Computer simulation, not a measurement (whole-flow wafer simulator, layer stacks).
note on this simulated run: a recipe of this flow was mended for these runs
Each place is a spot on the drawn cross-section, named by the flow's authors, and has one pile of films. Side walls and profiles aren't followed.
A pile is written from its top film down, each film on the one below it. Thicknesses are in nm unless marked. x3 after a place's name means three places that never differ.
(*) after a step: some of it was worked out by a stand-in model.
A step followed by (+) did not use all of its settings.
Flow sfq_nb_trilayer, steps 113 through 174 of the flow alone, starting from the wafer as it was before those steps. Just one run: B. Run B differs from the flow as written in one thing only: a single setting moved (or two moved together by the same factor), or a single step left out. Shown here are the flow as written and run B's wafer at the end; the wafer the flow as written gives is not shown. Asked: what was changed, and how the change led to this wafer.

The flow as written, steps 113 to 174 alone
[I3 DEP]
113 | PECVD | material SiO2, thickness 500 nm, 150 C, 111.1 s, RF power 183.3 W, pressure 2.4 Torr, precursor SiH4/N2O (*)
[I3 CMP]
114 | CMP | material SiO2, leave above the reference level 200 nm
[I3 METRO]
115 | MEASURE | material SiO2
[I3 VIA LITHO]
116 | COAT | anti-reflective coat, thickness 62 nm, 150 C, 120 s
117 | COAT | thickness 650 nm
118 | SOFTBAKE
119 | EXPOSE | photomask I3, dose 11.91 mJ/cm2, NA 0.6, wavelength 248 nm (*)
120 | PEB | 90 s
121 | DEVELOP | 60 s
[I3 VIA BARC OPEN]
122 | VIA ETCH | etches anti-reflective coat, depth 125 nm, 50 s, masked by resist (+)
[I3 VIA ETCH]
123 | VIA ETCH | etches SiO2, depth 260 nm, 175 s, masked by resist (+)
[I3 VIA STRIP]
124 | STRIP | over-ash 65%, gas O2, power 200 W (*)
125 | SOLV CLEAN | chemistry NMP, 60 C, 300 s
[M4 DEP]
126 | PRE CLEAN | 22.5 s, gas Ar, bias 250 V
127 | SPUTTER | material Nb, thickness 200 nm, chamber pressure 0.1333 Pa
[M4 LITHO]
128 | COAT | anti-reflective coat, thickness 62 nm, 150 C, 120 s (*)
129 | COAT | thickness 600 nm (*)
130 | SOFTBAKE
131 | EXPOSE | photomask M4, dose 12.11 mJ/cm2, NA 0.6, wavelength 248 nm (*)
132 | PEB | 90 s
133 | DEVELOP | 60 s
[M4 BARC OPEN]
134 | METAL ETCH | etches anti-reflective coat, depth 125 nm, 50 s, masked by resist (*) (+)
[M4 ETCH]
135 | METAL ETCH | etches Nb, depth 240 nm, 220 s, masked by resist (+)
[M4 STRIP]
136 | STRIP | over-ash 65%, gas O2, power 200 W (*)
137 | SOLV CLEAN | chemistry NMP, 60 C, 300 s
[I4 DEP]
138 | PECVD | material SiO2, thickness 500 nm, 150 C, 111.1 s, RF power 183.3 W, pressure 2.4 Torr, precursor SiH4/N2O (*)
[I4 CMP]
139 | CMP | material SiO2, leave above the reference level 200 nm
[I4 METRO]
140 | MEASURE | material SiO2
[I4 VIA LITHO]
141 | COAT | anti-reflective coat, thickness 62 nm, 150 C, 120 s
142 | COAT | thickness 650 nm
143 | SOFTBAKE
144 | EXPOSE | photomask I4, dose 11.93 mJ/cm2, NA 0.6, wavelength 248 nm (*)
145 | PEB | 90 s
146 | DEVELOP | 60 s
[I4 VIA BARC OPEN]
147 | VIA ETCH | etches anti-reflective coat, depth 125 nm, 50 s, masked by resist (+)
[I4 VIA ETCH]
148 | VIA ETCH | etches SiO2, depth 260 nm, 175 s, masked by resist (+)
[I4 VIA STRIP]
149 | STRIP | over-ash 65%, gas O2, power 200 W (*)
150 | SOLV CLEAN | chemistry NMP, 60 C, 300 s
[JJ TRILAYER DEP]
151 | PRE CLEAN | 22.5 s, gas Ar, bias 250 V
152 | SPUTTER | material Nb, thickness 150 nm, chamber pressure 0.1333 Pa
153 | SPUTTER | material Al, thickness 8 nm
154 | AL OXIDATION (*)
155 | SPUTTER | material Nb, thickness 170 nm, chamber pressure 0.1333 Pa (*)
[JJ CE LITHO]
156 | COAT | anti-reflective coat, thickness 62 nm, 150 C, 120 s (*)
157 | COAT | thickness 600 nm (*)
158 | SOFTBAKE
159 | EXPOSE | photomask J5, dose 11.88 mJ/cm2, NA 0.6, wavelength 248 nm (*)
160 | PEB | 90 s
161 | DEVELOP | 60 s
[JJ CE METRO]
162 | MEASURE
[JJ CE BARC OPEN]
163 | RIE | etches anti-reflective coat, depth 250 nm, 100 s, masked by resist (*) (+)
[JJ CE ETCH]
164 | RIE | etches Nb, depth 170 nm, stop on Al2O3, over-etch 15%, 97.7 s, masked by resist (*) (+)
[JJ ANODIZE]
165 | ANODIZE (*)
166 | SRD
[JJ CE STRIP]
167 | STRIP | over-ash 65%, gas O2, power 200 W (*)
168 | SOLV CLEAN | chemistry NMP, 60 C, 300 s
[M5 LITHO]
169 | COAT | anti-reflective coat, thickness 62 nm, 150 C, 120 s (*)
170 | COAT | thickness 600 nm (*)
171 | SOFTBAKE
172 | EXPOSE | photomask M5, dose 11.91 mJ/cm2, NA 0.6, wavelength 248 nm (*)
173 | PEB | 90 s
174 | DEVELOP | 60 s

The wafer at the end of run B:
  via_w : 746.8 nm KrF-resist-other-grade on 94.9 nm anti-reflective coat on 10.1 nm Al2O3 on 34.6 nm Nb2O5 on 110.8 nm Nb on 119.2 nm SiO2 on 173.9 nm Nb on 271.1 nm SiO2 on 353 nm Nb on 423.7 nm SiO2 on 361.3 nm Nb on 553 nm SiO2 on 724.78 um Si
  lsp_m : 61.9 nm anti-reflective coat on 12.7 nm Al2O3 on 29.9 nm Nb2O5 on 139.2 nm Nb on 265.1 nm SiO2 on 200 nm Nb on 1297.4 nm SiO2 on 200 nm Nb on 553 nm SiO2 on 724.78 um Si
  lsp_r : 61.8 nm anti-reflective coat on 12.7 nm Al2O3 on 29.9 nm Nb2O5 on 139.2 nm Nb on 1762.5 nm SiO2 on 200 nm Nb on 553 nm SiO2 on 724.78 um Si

Cause: step 113, PECVD: 73.61 s was run, whereas the flow has 111.1 s.

Step by step, how the change led to this:
  113 | PECVD | material SiO2, thickness 500 nm, 150 C, 111.1 s, RF power 183.3 W, pressure 2.4 Torr, precursor SiH4/N2O (*)
      field_l, be, be_sur and 64 more: +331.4 SiO2 (as written it would have been: +500 SiO2)
      v_sur, via_wl, via_wr and 27 more: +331.4 SiO2 (new film) (as written it would have been: +500 SiO2 (new film))
      (and at 9 other places as well)
  114 | CMP | material SiO2, leave above the reference level 200 nm
      field_l, be, be_sur and 64 more: nothing (as written it would have been: -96 SiO2)
      p4_g1, p4_g2, p3_s0, p3_s1, p3_s2, p3_s3, p3_s4, p3_s5: nothing (as written it would have been: -157.1 SiO2)
      (and at 31 other places as well)
  116 | COAT | anti-reflective coat, thickness 62 nm, 150 C, 120 s
      wl_d_m1, m0r_line_r x3: +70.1 anti-reflective coat (new film) (as written it would have been: +62 anti-reflective coat (new film))
      gap, wl_a_sr, wl_b_sl: +60.3 anti-reflective coat (new film) (as written it would have been: +62 anti-reflective coat (new film))
      (and at 78 other places as well)
  117 | COAT | thickness 650 nm
      v_sur, wl_e_m5: +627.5 KrF-resist-other-grade (new film) (as written it would have been: +650 KrF-resist-other-grade (new film))
      wire, m8r_pad_r: +635.3 KrF-resist-other-grade (new film) (as written it would have been: +650 KrF-resist-other-grade (new film))
      (and at 24 other places as well)
  121 | DEVELOP | 60 s
      via_v: -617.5 KrF-resist-other-grade (all of it) (as written it would have been: -648.6 KrF-resist-other-grade (all of it))
  122 | VIA ETCH | etches anti-reflective coat, depth 125 nm, 50 s, masked by resist (+)
      via_v: -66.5 anti-reflective coat (all of it), -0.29 SiO2 (as written it would have been: -62 anti-reflective coat (all of it), -0.31 SiO2)
  124 | STRIP | over-ash 65%, gas O2, power 200 W (*)
      m0r_line_l x3: -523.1 KrF-resist-other-grade (all of it), -70.2 anti-reflective coat (all of it) (as written it would have been: -510.8 KrF-resist-other-grade (all of it), -62 anti-reflective coat (all of it))
      m0r_space_l, m6r_space_l x2: -513.7 KrF-resist-other-grade (all of it), -81.6 anti-reflective coat (all of it) (as written it would have been: -510.8 KrF-resist-other-grade (all of it), -62 anti-reflective coat (all of it))
      (and at 84 other places as well)
  127 | SPUTTER | material Nb, thickness 200 nm, chamber pressure 0.1333 Pa
      via_w: +173.9 Nb (new film) (as written it would have been: +200 Nb (new film))
  128 | COAT | anti-reflective coat, thickness 62 nm, 150 C, 120 s (*)
      p3_s2, p3_s3, p3_s4: +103 anti-reflective coat (new film) (as written it would have been: +62 anti-reflective coat (new film))
      m0r_line_l x3: +67.8 anti-reflective coat (new film) (as written it would have been: +62 anti-reflective coat (new film))
      (and at 78 other places as well)
  129 | COAT | thickness 600 nm (*)
      wl_d_sl, wl_f_sr: +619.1 KrF-resist-other-grade (new film) (as written it would have been: +600 KrF-resist-other-grade (new film))
      m5r_line_l, m5r_line_r: +614.4 KrF-resist-other-grade (new film) (as written it would have been: +600 KrF-resist-other-grade (new film))
      (and at 25 other places as well)
  133 | DEVELOP | 60 s
      wl_d_sl, wl_f_sr: -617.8 KrF-resist-other-grade (all of it) (as written it would have been: -598.7 KrF-resist-other-grade (all of it))
      m5r_line_l, m5r_line_r: -613.2 KrF-resist-other-grade (all of it) (as written it would have been: -598.7 KrF-resist-other-grade (all of it))
      (and at 14 other places as well)
  134 | METAL ETCH | etches anti-reflective coat, depth 125 nm, 50 s, masked by resist (*) (+)
      p3_s2, p3_s3, p3_s4: -103 anti-reflective coat (all of it) (as written it would have been: -62 anti-reflective coat (all of it))
      m0r_line_l x3: -67.8 anti-reflective coat (all of it) (as written it would have been: -62 anti-reflective coat (all of it))
      (and at 45 other places as well)
  136 | STRIP | over-ash 65%, gas O2, power 200 W (*)
      v_sur: -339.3 KrF-resist-other-grade (all of it), -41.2 anti-reflective coat (all of it) (as written it would have been: -360.6 KrF-resist-other-grade (all of it), -64.7 anti-reflective coat (all of it))
      via_wl: -352.1 KrF-resist-other-grade (all of it), -25.6 anti-reflective coat (all of it) (as written it would have been: -357.4 KrF-resist-other-grade (all of it), -67.6 anti-reflective coat (all of it))
      (and at 35 other places as well)
  138 | PECVD | material SiO2, thickness 500 nm, 150 C, 111.1 s, RF power 183.3 W, pressure 2.4 Torr, precursor SiH4/N2O (*)
      p3_s0, p3_s1, p3_s2, p3_s3, p3_s4, p3_s5: +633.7 SiO2 (as written it would have been: +561.1 SiO2)
      via_w: +544.1 SiO2 (new film) (as written it would have been: +500 SiO2 (new film))
  139 | CMP | material SiO2, leave above the reference level 200 nm
      field_l, be, be_sur and 55 more: -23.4 SiO2 (as written it would have been: -96 SiO2)
      ln_m5, lsp_m, ln_m6, p4_fl, p4_fm, p4_g1, p4_g2, p4_fr: -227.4 SiO2 (as written it would have been: -300 SiO2)
      (and at 4 other places as well)
  148 | VIA ETCH | etches SiO2, depth 260 nm, 175 s, masked by resist (+)
      via_w: -260 SiO2 (as written it would have been: -199.7 SiO2 (all of it), -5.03 Nb)
  ... another 10 steps ...
  170 | COAT | thickness 600 nm (*)
      via_w: +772 KrF-resist-other-grade (new film) (as written it would have been: +736.5 KrF-resist-other-grade (new film))
With metal films that touch counted as one body, via_w has 4 bodies (between them, from the top down: SiO2 119.2; SiO2 271.1; SiO2 423.7); the flow as written gives 3 bodies (between them, from the top down: SiO2 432; SiO2 423.7).
